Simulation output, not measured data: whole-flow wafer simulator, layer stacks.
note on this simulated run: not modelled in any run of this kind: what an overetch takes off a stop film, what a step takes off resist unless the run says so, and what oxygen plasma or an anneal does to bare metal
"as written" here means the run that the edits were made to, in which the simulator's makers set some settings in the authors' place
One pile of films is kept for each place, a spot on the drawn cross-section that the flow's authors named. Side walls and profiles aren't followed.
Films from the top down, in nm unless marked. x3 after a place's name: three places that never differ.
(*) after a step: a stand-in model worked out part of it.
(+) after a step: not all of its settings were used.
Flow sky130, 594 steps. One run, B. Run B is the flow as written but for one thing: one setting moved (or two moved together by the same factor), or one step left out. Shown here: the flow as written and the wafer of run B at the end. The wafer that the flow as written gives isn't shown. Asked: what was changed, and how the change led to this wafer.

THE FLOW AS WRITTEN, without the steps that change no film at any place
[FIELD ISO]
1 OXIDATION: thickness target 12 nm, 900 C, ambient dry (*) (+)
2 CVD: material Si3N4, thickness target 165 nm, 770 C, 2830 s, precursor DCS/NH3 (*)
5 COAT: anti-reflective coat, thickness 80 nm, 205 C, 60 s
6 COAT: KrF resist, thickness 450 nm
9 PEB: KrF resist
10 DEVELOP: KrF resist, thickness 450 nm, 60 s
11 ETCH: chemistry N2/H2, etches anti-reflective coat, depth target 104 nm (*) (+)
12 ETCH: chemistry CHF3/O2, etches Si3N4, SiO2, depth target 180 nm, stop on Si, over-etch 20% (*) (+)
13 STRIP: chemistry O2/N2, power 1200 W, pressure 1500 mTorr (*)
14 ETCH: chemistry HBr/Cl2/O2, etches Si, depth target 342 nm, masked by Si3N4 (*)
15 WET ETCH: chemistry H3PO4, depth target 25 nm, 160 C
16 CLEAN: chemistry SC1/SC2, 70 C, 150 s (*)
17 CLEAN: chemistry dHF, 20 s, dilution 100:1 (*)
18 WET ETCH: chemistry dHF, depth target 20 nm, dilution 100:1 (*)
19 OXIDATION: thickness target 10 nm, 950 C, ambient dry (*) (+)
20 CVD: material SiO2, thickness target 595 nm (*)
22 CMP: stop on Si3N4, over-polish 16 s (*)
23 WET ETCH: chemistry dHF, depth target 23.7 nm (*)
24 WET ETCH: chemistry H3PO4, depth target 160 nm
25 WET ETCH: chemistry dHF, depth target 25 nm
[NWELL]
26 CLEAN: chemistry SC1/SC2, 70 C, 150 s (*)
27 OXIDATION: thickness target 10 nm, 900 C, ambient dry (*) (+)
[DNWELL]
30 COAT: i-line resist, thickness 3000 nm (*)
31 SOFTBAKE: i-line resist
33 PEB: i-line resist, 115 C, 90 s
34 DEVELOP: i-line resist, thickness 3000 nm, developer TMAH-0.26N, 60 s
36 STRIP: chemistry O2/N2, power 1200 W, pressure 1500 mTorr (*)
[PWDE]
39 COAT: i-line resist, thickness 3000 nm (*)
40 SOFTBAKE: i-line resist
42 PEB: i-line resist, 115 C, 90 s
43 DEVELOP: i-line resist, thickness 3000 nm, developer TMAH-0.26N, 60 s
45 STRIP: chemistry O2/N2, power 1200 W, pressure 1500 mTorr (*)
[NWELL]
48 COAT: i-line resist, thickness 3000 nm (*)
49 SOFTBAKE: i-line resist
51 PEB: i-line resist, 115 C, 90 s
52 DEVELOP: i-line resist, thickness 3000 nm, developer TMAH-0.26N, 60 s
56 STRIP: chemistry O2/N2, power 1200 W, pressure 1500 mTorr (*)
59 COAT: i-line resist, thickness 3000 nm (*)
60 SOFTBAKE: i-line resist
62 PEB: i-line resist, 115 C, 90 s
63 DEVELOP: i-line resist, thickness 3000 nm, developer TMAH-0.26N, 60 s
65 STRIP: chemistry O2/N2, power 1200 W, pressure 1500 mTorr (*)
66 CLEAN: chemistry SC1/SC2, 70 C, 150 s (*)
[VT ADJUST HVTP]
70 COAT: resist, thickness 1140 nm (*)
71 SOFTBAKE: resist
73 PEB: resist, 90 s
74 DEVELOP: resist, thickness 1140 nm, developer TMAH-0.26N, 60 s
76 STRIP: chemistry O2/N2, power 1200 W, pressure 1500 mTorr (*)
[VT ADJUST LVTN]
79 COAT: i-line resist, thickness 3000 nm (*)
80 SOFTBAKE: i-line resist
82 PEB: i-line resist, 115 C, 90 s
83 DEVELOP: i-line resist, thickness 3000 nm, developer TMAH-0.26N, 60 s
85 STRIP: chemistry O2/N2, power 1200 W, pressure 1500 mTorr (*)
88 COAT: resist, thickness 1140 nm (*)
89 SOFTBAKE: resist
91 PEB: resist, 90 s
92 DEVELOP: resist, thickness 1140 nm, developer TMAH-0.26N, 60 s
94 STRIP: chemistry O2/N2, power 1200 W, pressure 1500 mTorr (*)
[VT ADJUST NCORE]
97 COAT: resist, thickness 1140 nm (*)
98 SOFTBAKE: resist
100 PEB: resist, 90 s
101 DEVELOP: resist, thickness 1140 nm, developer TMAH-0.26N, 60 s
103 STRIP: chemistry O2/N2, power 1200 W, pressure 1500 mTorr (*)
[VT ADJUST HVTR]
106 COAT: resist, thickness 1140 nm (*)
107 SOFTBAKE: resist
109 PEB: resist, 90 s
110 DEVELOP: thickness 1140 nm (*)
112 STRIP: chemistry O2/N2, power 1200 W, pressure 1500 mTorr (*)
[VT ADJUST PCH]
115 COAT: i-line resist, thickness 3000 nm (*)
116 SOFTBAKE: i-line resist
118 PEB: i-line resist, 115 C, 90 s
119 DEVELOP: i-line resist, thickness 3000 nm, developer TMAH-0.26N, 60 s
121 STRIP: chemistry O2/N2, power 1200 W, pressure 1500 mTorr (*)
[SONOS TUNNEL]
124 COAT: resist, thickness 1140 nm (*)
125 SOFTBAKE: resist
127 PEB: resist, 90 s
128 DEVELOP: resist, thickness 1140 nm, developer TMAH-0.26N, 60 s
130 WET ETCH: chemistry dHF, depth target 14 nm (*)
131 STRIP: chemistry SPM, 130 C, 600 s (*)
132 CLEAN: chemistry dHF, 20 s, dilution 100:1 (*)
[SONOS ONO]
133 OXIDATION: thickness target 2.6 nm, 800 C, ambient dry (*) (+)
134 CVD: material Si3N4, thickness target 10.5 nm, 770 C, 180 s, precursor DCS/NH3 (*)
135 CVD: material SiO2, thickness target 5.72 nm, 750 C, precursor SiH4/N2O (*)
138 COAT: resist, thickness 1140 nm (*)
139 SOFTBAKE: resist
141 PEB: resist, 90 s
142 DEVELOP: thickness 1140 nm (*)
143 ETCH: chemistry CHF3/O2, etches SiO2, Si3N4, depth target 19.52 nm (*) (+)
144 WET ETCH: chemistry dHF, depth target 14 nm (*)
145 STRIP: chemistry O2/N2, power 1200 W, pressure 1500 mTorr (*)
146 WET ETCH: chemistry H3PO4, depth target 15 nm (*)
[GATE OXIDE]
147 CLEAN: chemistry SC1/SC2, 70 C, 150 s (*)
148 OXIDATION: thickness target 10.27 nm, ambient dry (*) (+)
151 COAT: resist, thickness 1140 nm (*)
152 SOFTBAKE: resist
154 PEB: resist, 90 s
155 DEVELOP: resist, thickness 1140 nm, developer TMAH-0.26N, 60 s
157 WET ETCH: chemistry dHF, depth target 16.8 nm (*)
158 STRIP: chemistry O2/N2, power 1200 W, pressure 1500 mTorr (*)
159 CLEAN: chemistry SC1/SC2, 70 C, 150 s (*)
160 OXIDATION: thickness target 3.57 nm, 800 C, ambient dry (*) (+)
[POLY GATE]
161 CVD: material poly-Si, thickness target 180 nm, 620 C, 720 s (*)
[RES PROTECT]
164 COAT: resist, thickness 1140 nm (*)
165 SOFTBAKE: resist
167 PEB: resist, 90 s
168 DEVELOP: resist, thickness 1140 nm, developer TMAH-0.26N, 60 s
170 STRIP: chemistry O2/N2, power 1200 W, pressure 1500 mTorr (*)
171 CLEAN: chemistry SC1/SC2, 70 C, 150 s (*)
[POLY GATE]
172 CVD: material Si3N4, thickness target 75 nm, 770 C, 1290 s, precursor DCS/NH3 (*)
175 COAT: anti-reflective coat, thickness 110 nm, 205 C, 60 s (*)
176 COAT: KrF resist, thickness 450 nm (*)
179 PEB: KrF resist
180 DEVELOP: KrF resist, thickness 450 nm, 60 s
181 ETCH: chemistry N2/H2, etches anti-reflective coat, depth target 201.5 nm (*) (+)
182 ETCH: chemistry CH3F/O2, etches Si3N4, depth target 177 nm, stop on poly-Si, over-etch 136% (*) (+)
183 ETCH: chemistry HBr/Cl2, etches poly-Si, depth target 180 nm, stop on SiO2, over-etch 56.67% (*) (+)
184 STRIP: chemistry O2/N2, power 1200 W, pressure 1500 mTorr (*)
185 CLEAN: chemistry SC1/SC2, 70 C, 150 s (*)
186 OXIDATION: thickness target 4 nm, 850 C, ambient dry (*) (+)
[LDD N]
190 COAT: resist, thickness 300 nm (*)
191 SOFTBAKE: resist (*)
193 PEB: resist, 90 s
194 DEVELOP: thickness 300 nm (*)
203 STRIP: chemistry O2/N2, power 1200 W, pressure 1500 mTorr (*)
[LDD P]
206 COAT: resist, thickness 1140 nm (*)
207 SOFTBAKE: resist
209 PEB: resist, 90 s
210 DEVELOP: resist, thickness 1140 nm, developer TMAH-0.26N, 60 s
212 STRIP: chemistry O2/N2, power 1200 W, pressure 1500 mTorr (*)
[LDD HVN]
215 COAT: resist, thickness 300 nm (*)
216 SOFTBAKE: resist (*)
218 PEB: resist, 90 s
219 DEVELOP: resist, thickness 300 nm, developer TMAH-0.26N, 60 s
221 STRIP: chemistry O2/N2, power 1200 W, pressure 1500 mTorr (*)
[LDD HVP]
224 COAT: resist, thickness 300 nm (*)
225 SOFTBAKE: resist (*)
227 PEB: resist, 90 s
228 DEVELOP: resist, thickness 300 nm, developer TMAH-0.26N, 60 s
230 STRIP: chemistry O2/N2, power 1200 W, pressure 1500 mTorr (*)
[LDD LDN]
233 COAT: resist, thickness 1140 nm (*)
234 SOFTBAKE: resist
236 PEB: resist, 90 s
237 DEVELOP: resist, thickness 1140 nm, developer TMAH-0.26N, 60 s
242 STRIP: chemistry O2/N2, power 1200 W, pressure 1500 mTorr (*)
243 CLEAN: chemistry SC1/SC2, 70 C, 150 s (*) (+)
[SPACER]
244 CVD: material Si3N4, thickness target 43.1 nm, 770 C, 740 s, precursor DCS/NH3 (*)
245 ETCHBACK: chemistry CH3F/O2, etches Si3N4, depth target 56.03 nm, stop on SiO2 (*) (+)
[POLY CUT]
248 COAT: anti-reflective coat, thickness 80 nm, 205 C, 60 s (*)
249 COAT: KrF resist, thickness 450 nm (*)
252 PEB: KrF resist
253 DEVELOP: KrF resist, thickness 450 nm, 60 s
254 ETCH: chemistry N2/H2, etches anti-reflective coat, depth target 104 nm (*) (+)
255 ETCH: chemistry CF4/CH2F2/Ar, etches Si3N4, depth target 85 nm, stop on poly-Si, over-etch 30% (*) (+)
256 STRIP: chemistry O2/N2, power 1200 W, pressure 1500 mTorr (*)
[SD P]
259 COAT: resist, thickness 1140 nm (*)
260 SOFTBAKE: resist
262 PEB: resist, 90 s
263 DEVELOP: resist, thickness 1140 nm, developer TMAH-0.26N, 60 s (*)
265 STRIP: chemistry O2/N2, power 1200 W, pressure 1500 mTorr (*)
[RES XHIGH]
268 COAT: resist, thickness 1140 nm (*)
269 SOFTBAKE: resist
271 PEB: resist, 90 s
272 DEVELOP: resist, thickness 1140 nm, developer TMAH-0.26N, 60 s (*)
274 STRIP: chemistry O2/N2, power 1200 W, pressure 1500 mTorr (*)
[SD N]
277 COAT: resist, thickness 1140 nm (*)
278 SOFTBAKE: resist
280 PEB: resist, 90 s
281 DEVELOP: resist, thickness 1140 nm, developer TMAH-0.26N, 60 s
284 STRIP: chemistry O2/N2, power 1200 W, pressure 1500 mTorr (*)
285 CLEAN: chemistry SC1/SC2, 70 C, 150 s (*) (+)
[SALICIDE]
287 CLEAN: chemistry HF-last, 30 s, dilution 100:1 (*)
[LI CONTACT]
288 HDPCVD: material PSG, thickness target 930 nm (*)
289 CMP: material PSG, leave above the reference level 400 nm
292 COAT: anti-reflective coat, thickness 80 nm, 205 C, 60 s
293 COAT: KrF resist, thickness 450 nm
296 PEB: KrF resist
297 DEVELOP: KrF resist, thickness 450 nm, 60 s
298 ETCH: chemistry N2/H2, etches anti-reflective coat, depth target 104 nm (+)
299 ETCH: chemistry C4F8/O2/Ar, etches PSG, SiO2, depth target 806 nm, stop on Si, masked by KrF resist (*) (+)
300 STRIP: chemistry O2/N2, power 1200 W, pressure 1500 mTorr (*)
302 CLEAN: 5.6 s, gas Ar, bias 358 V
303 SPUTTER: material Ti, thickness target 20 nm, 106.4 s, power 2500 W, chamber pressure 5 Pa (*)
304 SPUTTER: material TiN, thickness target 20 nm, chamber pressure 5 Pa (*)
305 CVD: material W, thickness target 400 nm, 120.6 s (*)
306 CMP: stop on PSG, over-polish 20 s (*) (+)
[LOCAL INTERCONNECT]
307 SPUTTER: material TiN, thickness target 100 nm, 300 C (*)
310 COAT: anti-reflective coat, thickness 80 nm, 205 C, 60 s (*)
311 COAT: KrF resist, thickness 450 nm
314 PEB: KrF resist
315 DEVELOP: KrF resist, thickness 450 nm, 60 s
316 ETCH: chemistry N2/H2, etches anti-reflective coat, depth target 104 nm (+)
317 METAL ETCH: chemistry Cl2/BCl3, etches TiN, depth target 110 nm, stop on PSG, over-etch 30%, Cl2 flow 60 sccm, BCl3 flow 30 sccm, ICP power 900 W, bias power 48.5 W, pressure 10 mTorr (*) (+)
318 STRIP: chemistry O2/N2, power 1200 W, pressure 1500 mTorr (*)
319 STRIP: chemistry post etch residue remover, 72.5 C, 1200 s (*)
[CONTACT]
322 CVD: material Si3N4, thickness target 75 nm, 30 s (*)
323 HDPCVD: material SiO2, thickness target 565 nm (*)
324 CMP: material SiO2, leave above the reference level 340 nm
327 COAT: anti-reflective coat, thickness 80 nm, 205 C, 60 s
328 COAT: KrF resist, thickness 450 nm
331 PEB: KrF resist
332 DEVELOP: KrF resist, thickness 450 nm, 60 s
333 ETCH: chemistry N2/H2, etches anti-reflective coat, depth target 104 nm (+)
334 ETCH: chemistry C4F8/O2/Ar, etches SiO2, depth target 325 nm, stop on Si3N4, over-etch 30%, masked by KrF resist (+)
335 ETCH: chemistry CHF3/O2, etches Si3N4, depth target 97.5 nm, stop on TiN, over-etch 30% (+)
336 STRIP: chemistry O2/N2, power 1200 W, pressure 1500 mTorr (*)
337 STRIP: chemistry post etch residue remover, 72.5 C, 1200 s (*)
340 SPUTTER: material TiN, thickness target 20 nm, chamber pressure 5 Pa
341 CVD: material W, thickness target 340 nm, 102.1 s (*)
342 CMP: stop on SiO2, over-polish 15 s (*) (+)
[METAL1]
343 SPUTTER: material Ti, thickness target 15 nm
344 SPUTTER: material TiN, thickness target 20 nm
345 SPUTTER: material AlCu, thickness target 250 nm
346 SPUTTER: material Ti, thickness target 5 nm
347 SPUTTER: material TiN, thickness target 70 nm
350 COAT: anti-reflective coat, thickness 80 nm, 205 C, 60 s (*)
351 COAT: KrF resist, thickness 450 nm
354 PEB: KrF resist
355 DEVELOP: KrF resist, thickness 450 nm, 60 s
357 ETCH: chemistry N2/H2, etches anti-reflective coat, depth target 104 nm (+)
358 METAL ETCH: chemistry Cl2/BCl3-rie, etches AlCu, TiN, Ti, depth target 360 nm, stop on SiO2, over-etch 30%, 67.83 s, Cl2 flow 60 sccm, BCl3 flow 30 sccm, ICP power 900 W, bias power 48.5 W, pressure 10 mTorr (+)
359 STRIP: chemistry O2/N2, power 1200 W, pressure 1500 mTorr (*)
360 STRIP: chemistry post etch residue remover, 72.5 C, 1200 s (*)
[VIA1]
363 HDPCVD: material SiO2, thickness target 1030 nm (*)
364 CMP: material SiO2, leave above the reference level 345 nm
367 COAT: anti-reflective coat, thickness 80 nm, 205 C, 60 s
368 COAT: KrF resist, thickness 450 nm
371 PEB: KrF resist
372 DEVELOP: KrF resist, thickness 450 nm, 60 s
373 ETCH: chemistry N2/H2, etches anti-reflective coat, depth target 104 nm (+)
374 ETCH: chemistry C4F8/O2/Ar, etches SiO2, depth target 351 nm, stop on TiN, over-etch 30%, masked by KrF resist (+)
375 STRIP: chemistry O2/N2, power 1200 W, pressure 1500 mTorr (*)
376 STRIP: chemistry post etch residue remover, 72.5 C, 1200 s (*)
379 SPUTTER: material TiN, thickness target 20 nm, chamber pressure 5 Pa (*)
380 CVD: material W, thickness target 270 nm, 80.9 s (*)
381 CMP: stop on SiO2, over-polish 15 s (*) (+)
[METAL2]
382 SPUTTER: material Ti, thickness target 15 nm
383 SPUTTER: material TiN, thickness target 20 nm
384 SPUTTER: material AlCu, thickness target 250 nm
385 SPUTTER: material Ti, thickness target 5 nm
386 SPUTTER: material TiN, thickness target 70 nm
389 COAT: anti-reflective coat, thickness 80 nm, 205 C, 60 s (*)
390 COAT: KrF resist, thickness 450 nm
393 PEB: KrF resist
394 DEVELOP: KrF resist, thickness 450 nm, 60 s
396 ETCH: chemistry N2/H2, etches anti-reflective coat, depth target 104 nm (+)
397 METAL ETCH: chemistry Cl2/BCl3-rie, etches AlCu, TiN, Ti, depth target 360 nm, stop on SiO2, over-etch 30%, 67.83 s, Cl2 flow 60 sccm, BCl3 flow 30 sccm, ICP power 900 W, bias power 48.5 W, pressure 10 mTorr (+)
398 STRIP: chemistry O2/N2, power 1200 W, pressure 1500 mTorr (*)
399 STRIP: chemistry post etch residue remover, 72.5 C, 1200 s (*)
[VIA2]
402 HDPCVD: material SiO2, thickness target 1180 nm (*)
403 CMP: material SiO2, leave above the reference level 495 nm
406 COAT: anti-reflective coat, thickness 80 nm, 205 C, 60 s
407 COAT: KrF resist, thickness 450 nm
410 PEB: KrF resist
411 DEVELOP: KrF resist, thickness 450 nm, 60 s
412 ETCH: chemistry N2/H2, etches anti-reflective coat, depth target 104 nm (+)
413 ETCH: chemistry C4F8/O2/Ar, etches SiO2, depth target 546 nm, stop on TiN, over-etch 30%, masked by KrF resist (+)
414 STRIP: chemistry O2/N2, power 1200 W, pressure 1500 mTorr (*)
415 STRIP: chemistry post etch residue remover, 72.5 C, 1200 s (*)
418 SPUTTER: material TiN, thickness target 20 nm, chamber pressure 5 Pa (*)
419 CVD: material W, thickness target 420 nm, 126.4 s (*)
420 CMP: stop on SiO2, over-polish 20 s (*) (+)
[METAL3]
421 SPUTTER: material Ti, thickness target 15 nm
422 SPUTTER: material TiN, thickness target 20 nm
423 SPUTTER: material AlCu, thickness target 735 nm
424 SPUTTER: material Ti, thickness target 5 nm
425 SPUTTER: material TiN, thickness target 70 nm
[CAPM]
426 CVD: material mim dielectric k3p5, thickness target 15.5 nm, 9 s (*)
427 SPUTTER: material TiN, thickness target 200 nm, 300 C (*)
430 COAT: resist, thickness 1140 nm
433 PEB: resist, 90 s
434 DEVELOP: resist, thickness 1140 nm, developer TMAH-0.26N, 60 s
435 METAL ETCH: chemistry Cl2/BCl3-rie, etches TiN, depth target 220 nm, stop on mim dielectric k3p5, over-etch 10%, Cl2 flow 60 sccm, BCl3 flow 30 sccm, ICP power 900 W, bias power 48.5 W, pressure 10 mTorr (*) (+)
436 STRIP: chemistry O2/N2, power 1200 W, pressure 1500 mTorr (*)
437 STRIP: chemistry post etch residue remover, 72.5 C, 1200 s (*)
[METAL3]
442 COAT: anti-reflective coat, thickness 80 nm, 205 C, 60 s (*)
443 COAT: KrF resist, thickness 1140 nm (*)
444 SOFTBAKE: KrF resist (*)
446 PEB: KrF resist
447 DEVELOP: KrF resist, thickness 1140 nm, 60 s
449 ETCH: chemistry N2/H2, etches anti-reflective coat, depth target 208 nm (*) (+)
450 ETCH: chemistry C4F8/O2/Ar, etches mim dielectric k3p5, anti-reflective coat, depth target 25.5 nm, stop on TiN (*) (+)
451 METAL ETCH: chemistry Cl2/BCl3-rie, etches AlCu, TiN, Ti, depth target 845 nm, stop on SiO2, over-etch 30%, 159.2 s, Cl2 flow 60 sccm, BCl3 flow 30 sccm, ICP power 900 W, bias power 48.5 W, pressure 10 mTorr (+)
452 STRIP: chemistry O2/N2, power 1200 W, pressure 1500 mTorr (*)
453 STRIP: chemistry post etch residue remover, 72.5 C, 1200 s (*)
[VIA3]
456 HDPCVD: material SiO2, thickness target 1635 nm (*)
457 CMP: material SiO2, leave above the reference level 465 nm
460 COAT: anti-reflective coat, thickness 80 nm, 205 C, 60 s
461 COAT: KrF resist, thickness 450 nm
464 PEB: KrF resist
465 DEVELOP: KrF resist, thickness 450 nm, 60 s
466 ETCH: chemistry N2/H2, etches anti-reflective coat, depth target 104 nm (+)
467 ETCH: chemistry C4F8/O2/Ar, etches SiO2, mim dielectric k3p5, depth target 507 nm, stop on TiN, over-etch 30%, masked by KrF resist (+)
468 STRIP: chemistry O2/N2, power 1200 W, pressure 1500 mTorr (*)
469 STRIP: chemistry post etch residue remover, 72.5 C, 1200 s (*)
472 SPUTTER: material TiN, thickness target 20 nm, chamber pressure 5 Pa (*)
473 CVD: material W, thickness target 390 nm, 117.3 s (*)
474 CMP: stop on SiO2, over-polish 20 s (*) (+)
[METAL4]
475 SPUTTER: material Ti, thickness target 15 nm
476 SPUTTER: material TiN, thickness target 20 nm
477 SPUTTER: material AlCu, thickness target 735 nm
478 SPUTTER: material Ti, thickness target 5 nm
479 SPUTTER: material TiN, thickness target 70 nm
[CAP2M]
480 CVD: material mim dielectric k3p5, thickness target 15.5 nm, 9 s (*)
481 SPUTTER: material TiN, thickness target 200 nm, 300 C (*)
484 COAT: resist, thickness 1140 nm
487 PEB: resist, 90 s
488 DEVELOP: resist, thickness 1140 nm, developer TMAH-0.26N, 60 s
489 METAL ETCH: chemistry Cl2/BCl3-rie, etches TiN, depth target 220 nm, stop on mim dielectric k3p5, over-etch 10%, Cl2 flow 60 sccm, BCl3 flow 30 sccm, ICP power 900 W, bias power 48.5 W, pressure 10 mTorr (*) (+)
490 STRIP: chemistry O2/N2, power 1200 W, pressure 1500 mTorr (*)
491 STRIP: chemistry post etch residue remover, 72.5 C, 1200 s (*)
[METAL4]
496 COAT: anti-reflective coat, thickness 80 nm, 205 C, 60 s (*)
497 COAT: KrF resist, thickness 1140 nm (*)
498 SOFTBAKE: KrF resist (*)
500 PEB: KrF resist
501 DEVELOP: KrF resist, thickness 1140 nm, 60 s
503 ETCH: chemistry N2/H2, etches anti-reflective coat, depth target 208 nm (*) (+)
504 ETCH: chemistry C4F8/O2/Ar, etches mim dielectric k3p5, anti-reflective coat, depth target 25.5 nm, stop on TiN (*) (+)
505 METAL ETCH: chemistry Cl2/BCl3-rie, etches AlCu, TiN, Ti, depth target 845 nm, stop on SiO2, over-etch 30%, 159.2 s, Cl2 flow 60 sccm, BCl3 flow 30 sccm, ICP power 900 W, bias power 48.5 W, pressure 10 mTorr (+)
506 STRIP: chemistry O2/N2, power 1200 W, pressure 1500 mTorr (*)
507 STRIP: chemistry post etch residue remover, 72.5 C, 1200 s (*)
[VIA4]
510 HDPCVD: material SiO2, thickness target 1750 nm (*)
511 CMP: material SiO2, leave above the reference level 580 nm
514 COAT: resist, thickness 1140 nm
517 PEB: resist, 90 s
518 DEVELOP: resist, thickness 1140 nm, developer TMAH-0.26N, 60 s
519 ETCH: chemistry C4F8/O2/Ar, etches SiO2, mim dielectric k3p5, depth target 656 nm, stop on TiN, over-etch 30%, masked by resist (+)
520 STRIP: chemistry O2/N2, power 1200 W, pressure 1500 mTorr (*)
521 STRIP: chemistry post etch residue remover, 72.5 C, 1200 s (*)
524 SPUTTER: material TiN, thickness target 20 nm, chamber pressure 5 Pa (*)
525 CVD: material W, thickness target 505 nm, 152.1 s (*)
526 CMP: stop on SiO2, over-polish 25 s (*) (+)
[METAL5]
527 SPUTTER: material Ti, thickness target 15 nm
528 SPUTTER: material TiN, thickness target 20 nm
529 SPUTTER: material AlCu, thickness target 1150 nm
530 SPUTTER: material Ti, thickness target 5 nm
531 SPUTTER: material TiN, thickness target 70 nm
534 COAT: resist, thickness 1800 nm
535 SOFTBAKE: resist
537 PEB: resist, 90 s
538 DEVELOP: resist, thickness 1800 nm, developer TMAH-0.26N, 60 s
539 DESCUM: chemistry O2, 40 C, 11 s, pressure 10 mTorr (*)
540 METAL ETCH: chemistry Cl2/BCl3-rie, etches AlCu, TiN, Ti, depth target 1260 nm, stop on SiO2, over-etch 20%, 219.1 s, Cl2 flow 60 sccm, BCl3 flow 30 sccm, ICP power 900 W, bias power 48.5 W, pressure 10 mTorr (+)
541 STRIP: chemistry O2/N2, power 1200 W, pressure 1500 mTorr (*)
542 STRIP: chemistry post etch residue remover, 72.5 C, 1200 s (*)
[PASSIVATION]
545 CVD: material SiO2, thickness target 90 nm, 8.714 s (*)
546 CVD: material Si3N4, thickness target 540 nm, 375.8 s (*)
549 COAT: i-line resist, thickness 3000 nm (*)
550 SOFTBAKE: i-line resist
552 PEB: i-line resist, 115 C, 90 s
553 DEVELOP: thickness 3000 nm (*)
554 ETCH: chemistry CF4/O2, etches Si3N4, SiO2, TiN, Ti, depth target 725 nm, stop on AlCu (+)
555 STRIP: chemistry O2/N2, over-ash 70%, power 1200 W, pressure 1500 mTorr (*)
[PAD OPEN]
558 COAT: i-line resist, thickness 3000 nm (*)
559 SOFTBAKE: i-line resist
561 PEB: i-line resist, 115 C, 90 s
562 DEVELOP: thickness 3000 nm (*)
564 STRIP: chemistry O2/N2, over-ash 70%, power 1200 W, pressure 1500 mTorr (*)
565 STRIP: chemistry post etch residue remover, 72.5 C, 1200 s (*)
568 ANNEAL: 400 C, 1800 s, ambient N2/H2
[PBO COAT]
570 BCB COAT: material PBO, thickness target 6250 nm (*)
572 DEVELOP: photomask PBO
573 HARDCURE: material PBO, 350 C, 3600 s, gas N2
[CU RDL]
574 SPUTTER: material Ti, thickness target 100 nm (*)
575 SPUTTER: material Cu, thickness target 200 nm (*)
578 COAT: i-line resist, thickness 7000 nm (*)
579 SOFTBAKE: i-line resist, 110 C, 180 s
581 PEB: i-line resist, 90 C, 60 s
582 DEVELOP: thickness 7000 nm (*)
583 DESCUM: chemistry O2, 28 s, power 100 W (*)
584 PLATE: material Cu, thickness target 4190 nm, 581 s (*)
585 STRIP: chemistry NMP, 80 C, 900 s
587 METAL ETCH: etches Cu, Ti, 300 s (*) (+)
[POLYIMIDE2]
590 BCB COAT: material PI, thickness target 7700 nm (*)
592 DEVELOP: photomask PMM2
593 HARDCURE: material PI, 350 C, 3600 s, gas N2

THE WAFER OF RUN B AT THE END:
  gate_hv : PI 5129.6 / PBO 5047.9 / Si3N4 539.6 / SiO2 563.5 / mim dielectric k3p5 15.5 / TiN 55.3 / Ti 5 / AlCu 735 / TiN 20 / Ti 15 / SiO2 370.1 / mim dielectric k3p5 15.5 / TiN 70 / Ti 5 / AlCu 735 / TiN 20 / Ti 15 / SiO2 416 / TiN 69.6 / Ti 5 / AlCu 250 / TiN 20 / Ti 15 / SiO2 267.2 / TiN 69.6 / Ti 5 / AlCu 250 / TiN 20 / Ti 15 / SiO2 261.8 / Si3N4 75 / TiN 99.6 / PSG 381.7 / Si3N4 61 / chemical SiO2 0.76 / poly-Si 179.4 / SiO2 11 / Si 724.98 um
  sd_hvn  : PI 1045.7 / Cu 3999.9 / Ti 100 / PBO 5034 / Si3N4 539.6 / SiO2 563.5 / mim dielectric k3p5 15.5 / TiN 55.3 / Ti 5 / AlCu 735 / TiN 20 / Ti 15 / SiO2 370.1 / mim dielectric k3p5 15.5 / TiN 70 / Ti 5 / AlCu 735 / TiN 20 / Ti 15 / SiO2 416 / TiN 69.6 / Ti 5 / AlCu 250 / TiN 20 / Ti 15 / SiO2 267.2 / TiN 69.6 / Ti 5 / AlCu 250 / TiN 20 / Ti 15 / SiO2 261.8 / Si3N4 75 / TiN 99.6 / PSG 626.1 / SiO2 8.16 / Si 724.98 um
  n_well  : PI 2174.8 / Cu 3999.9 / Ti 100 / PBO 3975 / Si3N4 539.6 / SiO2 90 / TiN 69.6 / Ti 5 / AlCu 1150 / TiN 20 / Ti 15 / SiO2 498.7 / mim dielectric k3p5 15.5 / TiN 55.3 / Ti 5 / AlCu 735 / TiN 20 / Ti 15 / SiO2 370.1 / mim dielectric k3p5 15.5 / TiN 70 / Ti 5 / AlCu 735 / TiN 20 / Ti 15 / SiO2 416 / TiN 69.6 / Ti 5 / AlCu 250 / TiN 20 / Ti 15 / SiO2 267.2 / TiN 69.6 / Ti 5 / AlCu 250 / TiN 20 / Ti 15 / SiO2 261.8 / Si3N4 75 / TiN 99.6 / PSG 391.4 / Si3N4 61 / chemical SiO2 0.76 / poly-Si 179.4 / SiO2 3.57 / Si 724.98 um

The cause: step 479, SPUTTER: thickness target 55.3 nm was run, where the flow has thickness target 70 nm.
It can be read off the wafer: gate_hv has TiN 55.3, and step 479 as written asks for 70 nm.

How the change led to this, step by step:
  479 SPUTTER: material TiN, thickness target 70 nm
      field, active, n_well and 189 more: TiN +55.3 (new film) (as written it would be: TiN +70 (new film))
  505 METAL ETCH: chemistry Cl2/BCl3-rie, etches AlCu, TiN, Ti, depth target 845 nm, stop on SiO2, over-etch 30%, 159.2 s, Cl2 flow 60 sccm, BCl3 flow 30 sccm, ICP power 900 W, bias power 48.5 W, pressure 10 mTorr (+)
      field, active, gate and 70 more: TiN -55.3 (all of it), Ti -5 (all of it), AlCu -735 (all of it), TiN -20 (all of it), Ti -15 (all of it), SiO2 -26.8 (as written it would be: TiN -70 (all of it), Ti -5 (all of it), AlCu -735 (all of it), TiN -20 (all of it), Ti -15 (all of it), SiO2 -25.4)
      vpp_iso1, mim_edge_plate, m1_ln and 12 more: TiN -55.3 (all of it), Ti -5 (all of it), AlCu -735 (all of it), TiN -20 (all of it), Ti -15 (all of it), SiO2 -26.8 (as written it would be: TiN -70 (all of it), Ti -5 (all of it), AlCu -735 (all of it), TiN -20 (all of it), Ti -15 (all of it), SiO2 -25.3)
  519 ETCH: chemistry C4F8/O2/Ar, etches SiO2, mim dielectric k3p5, depth target 656 nm, stop on TiN, over-etch 30%, masked by resist (+)
      m1: SiO2 -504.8 (all of it), mim dielectric k3p5 -15.5 (all of it) (as written it would be: SiO2 -490.1 (all of it), mim dielectric k3p5 -15.5 (all of it))
      via4_hole: SiO2 -504.2 (all of it), mim dielectric k3p5 -15.5 (all of it) (as written it would be: SiO2 -489.5 (all of it), mim dielectric k3p5 -15.5 (all of it))
